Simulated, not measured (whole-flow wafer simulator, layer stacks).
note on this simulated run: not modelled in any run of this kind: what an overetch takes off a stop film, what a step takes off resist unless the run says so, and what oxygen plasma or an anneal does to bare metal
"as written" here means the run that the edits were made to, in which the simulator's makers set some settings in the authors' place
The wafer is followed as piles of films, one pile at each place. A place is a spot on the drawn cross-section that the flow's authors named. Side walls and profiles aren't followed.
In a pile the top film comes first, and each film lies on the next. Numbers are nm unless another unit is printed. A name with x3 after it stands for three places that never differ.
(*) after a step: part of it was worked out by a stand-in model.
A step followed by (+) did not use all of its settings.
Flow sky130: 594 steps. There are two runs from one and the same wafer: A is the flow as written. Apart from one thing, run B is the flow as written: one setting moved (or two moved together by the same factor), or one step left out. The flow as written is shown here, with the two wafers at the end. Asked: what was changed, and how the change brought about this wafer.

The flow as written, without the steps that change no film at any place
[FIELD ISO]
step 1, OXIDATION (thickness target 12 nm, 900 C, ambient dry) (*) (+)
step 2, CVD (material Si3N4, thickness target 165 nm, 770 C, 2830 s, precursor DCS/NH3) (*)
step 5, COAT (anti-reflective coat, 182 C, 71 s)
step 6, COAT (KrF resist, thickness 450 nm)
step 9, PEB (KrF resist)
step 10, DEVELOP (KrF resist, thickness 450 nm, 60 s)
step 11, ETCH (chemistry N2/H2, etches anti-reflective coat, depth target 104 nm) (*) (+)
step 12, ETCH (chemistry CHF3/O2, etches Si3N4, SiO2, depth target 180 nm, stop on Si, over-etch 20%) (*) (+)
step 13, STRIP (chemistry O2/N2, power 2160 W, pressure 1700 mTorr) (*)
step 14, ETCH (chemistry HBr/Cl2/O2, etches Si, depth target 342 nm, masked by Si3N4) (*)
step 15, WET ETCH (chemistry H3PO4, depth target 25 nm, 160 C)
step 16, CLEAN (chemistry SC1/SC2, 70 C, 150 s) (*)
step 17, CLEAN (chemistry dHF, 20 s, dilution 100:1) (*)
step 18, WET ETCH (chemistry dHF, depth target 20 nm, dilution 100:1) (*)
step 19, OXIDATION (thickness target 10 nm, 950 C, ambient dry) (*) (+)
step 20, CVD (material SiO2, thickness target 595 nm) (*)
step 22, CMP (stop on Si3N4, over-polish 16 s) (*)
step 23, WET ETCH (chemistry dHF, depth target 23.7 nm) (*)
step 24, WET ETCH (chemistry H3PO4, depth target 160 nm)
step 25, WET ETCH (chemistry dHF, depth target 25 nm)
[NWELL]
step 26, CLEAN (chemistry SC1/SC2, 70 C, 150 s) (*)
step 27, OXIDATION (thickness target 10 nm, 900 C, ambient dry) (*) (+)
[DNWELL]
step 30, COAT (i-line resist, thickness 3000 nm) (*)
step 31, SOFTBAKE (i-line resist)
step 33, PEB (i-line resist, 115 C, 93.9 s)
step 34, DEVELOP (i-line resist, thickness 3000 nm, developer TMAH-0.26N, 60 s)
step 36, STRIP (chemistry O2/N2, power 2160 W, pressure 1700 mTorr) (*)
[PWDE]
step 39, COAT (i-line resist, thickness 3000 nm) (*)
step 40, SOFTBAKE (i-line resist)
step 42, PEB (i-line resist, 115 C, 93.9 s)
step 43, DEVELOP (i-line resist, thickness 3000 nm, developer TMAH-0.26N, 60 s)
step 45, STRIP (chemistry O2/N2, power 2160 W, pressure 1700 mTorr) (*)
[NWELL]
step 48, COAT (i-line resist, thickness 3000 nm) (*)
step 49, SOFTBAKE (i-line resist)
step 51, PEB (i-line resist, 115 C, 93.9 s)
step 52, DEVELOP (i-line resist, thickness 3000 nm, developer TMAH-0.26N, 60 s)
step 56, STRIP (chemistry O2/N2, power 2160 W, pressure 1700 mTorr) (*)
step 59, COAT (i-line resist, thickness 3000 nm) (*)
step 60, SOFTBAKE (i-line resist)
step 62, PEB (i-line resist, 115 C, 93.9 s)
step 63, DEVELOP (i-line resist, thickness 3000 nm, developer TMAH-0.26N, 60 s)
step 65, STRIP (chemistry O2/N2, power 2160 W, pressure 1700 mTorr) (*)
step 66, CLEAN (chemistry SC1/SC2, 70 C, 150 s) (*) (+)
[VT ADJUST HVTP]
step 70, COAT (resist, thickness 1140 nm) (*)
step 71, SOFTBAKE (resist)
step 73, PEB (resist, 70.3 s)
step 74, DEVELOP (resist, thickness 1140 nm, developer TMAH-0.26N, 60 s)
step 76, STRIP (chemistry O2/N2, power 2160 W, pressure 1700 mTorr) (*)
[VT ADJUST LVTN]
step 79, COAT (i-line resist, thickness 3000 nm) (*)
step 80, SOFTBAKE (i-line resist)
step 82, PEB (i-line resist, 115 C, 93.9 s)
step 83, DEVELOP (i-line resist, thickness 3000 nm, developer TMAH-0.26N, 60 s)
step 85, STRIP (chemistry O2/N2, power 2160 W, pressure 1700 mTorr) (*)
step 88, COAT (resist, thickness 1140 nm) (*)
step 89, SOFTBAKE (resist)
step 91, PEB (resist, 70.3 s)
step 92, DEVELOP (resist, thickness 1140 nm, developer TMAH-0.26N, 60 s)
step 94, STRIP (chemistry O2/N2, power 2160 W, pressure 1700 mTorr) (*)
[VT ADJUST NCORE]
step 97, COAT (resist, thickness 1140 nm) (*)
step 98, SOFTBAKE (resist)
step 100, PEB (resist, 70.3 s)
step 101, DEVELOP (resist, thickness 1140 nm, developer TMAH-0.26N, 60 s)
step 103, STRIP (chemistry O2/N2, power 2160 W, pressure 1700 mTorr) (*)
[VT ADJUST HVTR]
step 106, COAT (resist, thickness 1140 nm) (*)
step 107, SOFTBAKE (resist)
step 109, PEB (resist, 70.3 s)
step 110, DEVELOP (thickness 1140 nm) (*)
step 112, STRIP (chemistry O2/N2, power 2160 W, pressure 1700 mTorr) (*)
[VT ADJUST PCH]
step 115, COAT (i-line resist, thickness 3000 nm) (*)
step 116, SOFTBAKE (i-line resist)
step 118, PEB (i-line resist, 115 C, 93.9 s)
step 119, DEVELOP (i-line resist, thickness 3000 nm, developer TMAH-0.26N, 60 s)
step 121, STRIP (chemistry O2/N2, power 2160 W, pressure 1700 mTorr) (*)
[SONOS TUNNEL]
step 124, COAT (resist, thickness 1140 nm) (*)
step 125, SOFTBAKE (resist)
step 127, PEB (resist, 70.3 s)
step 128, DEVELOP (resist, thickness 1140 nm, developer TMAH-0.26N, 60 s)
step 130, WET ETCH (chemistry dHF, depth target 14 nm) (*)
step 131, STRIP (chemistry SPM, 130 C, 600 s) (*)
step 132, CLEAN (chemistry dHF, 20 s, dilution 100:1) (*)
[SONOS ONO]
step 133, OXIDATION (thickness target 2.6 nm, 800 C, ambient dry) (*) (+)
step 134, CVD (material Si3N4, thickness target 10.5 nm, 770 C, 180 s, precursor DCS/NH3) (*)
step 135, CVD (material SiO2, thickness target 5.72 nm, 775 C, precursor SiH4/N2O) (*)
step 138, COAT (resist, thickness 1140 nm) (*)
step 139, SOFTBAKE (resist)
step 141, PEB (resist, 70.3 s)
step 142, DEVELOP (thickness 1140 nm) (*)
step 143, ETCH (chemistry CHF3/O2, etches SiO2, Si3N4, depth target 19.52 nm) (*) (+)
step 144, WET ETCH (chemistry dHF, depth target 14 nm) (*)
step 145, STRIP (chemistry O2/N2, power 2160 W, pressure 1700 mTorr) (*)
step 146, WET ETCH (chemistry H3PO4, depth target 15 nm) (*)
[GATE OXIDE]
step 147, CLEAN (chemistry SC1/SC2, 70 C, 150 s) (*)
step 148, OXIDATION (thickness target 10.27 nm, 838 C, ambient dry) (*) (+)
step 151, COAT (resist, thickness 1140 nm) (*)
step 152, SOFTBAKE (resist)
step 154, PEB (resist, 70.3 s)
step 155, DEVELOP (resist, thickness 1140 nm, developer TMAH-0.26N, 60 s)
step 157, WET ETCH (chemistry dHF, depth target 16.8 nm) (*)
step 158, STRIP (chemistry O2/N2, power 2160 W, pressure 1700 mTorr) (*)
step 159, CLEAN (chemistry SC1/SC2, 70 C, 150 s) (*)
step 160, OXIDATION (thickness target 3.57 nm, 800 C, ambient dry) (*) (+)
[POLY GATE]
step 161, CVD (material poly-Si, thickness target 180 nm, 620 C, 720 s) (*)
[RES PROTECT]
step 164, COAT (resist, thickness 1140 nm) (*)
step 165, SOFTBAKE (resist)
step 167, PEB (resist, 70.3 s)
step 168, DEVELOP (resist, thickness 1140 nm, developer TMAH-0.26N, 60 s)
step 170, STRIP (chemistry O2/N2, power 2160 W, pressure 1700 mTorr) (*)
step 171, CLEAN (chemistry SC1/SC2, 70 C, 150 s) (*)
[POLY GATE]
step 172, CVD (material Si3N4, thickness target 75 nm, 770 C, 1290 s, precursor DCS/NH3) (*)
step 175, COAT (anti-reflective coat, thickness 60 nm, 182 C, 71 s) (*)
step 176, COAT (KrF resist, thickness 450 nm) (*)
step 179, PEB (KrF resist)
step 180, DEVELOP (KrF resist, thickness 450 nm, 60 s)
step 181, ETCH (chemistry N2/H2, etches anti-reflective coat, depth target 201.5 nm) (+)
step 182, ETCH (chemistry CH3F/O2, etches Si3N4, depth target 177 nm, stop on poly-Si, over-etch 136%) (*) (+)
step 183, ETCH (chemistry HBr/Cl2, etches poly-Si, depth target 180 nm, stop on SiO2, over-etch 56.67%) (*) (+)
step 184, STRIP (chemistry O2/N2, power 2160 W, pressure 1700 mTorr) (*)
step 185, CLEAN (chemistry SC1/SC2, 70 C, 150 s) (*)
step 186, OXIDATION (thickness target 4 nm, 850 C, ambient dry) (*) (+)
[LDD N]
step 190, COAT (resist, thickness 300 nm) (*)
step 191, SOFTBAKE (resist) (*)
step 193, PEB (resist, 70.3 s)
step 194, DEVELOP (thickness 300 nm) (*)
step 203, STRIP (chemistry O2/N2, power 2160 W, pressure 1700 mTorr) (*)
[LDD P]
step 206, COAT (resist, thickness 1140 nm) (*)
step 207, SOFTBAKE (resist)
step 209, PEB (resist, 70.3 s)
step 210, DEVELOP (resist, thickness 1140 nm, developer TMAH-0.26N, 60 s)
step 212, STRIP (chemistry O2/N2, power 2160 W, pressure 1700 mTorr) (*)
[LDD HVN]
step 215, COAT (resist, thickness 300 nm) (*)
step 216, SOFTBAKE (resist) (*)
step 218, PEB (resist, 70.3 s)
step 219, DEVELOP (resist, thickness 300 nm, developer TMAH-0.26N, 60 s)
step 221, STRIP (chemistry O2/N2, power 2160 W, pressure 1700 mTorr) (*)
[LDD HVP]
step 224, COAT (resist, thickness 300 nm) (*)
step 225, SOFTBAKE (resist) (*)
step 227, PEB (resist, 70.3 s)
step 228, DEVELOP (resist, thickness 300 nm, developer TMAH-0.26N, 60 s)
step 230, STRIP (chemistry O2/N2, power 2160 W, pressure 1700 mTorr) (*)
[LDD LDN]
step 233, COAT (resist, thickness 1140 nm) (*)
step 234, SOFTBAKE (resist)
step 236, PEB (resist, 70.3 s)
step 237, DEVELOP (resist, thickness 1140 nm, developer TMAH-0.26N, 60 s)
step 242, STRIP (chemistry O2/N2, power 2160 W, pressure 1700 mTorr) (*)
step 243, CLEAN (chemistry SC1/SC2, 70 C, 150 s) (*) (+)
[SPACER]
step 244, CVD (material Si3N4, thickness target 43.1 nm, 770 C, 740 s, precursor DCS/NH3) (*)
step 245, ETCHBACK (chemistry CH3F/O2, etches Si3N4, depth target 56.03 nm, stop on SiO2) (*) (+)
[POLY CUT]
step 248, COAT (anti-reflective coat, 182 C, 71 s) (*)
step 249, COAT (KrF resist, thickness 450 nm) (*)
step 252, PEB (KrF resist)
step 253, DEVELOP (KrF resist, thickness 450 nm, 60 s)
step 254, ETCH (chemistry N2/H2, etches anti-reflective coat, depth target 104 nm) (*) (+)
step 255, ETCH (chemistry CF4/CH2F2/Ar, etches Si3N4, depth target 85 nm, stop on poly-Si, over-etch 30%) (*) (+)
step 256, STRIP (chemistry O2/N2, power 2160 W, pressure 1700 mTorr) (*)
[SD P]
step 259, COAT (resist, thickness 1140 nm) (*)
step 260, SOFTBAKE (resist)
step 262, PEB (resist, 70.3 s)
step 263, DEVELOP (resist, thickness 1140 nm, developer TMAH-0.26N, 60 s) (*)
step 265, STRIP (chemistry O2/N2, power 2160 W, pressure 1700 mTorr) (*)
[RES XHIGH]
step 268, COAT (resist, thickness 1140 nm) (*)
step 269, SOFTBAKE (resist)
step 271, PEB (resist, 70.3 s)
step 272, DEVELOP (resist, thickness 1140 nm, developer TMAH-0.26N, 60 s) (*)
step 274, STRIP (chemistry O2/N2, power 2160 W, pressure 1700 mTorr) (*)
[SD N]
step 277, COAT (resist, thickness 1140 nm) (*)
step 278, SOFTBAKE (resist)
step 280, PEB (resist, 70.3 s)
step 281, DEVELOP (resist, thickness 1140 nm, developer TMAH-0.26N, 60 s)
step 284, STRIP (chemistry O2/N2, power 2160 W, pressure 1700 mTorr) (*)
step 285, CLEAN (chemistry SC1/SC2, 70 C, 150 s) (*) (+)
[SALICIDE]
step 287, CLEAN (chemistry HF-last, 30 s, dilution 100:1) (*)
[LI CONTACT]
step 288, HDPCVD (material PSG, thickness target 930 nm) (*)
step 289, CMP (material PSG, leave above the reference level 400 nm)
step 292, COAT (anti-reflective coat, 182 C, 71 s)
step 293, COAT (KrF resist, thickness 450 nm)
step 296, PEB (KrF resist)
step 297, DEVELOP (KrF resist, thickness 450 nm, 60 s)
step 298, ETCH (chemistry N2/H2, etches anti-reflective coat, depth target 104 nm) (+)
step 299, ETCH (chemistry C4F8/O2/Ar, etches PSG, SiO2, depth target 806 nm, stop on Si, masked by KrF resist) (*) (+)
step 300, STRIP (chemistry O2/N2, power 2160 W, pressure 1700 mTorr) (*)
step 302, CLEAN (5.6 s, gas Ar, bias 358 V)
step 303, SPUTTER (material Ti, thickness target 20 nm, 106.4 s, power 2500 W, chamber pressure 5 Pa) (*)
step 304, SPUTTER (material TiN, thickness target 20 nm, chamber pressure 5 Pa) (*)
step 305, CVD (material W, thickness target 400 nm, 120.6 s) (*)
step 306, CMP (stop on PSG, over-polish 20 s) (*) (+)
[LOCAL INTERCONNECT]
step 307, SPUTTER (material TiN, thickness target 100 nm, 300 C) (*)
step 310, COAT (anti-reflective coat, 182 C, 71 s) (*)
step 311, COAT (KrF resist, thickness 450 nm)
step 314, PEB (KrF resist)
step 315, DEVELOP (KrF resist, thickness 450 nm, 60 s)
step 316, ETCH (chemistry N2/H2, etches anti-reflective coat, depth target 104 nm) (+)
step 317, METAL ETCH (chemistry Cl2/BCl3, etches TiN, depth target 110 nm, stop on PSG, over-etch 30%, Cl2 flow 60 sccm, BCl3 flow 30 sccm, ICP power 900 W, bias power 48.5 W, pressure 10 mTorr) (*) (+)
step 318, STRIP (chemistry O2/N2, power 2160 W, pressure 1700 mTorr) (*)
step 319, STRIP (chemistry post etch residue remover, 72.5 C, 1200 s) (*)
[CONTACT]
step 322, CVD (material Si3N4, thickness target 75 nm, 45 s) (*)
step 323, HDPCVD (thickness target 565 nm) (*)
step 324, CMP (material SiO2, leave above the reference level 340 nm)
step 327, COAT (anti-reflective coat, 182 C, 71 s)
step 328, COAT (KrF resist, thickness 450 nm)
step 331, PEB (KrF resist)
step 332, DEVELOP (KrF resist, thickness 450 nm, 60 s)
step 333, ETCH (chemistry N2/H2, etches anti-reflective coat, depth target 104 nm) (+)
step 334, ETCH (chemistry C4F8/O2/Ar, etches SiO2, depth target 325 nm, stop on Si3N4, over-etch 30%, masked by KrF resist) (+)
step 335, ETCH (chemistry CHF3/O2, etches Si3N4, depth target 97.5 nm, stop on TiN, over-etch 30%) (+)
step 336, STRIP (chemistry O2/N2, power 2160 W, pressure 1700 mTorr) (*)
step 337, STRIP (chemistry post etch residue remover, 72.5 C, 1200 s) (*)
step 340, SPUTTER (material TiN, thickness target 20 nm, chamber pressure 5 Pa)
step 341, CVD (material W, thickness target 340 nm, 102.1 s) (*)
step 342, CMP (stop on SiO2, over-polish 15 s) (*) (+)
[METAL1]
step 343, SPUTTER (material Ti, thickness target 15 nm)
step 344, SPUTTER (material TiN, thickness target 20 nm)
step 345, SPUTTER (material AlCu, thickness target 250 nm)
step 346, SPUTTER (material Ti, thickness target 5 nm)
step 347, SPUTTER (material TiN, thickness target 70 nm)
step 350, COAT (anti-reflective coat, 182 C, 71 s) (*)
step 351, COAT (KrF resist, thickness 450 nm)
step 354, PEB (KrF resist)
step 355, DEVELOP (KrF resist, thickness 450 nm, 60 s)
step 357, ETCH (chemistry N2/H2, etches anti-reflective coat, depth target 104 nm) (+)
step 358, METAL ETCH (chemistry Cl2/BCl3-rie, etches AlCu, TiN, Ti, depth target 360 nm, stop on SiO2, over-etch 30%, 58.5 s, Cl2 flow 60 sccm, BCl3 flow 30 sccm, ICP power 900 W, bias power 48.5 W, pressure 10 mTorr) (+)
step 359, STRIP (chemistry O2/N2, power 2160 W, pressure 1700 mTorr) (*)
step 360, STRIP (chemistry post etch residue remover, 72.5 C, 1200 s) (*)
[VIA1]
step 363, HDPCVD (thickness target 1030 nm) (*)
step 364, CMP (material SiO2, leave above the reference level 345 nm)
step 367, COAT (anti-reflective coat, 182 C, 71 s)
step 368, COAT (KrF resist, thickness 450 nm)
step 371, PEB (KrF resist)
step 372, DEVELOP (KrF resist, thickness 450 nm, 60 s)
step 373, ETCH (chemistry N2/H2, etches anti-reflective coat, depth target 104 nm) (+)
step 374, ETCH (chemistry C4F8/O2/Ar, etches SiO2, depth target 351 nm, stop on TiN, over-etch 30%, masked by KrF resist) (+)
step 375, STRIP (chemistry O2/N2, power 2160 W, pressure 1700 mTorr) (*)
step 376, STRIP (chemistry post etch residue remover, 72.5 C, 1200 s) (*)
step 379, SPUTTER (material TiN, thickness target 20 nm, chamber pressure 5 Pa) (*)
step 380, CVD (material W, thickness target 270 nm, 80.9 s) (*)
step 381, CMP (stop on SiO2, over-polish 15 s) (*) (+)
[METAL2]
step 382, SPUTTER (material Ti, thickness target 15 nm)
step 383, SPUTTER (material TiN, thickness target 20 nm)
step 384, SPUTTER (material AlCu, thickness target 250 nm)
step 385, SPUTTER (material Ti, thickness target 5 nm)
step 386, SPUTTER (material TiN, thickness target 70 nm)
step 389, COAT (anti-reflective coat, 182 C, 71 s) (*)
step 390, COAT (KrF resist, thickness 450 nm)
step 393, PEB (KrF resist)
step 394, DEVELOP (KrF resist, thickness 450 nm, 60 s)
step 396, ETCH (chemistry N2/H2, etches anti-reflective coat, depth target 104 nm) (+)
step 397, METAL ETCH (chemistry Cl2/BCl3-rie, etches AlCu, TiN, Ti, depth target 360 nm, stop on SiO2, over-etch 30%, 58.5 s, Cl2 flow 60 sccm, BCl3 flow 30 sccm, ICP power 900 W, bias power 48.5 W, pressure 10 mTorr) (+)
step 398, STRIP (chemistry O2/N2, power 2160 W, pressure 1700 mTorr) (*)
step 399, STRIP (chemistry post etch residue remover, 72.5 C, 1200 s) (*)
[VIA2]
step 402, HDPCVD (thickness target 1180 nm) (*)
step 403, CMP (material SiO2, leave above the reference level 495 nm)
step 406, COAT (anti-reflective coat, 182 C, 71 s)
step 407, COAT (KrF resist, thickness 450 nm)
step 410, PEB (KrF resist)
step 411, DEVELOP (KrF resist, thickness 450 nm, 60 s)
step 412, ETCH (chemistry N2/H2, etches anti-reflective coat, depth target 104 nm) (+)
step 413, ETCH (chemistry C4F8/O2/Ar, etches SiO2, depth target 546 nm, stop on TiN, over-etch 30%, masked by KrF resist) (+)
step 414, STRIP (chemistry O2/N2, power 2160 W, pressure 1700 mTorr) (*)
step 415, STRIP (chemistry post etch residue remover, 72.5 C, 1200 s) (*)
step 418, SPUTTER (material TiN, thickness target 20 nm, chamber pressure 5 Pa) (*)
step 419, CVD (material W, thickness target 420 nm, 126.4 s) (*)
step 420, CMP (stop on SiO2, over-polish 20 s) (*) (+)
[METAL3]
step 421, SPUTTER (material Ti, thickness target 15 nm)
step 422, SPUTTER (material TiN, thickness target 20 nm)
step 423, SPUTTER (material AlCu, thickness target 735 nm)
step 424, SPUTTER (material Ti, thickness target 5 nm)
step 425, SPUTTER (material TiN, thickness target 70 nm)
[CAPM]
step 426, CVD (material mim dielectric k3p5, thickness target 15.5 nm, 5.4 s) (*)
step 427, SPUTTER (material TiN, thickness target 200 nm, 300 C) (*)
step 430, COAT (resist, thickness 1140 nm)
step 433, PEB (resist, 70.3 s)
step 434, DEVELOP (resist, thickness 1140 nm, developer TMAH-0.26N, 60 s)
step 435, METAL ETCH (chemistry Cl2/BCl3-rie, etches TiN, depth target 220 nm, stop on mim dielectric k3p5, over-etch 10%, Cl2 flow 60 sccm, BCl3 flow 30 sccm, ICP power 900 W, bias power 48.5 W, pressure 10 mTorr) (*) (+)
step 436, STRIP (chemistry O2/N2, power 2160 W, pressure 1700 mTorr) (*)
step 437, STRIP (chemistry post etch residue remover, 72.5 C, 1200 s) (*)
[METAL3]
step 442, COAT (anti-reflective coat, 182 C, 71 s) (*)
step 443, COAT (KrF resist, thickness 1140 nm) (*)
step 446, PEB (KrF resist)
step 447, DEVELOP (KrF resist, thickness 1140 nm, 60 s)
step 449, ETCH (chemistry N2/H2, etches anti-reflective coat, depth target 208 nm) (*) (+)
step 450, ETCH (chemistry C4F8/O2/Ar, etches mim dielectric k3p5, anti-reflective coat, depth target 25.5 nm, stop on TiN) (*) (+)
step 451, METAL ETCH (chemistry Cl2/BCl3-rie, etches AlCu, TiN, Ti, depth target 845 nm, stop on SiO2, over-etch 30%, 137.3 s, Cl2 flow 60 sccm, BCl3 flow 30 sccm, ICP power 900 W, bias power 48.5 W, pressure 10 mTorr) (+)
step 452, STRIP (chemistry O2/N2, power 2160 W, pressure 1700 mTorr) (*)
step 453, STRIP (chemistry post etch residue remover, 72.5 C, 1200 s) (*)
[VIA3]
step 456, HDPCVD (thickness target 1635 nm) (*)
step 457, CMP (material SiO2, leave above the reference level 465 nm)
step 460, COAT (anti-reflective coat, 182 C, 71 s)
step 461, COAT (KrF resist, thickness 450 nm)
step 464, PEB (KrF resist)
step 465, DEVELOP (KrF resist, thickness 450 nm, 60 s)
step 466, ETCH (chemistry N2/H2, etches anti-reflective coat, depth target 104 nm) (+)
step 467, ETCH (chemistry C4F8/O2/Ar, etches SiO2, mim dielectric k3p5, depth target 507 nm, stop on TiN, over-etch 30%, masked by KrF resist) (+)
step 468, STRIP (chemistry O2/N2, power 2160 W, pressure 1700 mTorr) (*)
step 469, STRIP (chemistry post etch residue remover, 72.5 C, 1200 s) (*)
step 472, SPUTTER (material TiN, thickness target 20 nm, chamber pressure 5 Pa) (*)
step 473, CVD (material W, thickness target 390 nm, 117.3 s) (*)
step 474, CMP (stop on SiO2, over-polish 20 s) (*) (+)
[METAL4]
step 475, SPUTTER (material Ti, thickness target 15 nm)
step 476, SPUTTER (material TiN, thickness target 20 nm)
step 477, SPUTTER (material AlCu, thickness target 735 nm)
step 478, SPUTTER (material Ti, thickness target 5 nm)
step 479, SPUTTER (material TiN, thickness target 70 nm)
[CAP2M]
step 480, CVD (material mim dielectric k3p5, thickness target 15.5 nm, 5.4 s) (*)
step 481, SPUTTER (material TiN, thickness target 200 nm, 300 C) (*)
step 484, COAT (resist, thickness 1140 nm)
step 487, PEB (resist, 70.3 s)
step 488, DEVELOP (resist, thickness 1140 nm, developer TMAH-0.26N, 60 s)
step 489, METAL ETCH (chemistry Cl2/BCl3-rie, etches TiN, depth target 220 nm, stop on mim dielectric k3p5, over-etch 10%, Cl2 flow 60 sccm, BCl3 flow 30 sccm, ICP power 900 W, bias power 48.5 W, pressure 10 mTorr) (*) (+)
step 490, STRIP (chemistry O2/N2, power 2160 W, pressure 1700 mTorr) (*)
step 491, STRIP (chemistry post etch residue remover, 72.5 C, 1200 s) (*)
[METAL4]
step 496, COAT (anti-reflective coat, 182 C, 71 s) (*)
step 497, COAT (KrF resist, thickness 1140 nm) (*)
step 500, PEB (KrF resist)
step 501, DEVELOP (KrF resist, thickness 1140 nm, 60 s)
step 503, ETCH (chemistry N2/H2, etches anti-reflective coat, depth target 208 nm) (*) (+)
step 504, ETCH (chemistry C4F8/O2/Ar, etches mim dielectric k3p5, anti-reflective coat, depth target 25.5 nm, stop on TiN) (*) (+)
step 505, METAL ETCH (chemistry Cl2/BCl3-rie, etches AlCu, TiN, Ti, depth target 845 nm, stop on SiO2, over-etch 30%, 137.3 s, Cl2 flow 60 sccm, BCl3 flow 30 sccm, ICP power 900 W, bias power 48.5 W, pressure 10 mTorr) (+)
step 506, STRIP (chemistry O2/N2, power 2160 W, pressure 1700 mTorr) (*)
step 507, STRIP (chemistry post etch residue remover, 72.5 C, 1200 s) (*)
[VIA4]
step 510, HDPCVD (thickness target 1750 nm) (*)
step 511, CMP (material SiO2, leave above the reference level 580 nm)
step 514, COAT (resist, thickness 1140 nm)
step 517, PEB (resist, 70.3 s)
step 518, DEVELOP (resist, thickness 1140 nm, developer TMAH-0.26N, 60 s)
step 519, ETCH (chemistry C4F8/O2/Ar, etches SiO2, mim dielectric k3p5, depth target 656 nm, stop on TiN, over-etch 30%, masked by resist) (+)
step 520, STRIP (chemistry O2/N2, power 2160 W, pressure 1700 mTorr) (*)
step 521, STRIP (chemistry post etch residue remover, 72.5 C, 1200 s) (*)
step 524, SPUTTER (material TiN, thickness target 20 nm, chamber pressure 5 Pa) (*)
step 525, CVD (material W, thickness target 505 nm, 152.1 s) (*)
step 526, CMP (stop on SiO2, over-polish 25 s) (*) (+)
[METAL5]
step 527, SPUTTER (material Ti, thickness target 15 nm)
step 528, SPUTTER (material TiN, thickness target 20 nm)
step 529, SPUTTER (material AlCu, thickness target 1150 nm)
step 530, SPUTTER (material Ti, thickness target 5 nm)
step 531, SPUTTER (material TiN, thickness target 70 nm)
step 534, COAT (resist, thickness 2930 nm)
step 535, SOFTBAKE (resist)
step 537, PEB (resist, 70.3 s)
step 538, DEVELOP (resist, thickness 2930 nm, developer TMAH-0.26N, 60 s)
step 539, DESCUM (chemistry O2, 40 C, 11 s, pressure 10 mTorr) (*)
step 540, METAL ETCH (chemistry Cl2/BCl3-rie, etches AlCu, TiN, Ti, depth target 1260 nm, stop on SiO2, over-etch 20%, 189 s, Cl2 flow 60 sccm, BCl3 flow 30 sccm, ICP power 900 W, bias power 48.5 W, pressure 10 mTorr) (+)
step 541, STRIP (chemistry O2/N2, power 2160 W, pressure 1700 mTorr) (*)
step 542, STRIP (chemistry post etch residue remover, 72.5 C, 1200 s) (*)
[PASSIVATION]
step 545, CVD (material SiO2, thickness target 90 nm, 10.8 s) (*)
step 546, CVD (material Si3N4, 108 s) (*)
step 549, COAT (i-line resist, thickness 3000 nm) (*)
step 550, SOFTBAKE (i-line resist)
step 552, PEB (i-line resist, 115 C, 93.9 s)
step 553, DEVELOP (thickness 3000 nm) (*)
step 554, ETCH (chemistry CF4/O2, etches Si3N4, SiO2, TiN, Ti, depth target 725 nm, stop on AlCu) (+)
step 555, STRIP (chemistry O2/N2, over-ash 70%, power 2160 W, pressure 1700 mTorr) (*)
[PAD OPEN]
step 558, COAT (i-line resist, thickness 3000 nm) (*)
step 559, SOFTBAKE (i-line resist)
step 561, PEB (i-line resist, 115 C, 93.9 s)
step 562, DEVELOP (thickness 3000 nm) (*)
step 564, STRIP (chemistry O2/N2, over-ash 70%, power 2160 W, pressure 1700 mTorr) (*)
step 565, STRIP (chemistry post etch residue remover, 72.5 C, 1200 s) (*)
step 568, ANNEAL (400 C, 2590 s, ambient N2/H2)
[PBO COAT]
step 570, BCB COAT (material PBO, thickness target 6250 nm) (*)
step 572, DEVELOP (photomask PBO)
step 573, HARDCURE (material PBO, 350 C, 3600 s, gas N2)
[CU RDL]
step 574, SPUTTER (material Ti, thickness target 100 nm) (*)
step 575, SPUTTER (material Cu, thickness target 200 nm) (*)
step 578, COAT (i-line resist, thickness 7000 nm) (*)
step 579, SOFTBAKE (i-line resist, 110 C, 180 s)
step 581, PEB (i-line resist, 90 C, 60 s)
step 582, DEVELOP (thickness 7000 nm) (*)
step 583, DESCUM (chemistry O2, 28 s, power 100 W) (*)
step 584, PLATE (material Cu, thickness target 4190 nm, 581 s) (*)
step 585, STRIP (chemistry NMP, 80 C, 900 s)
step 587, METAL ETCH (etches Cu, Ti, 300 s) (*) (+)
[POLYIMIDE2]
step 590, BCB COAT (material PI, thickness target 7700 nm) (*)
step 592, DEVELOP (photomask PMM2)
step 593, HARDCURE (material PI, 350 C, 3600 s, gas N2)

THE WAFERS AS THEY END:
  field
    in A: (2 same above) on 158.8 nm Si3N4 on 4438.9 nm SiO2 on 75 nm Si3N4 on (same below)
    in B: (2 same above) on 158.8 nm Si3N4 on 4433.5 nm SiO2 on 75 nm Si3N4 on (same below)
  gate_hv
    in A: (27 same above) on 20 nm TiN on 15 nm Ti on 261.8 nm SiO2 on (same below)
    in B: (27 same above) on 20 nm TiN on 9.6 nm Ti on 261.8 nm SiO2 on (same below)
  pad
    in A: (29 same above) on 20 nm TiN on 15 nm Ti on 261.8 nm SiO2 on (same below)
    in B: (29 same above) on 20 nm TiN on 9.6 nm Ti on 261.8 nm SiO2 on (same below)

Cause: step 343, SPUTTER: thickness target 9.6 nm was run, whereas the flow has thickness target 15 nm.
The wafer lets one read it off: gate_hv has Ti 9.6, and step 343 as written asks for 15 nm.

The path from the change to this, step by step:
  step 343, SPUTTER (material Ti, thickness target 15 nm)
      field, active, n_well and 188 more: A +15 Ti (new film) | B +9.6 Ti (new film)
  step 358, METAL ETCH (chemistry Cl2/BCl3-rie, etches AlCu, TiN, Ti, depth target 360 nm, stop on SiO2, over-etch 30%, 58.5 s, Cl2 flow 60 sccm, BCl3 flow 30 sccm, ICP power 900 W, bias power 48.5 W, pressure 10 mTorr) (+)
      field, active, gate and 81 more: A -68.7 TiN (all of it), -5 Ti (all of it), -250 AlCu (all of it), -20 TiN (all of it), -15 Ti (all of it), -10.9 SiO2 | B -68.7 TiN (all of it), -5 Ti (all of it), -250 AlCu (all of it), -20 TiN (all of it), -9.6 Ti (all of it), -11.5 SiO2
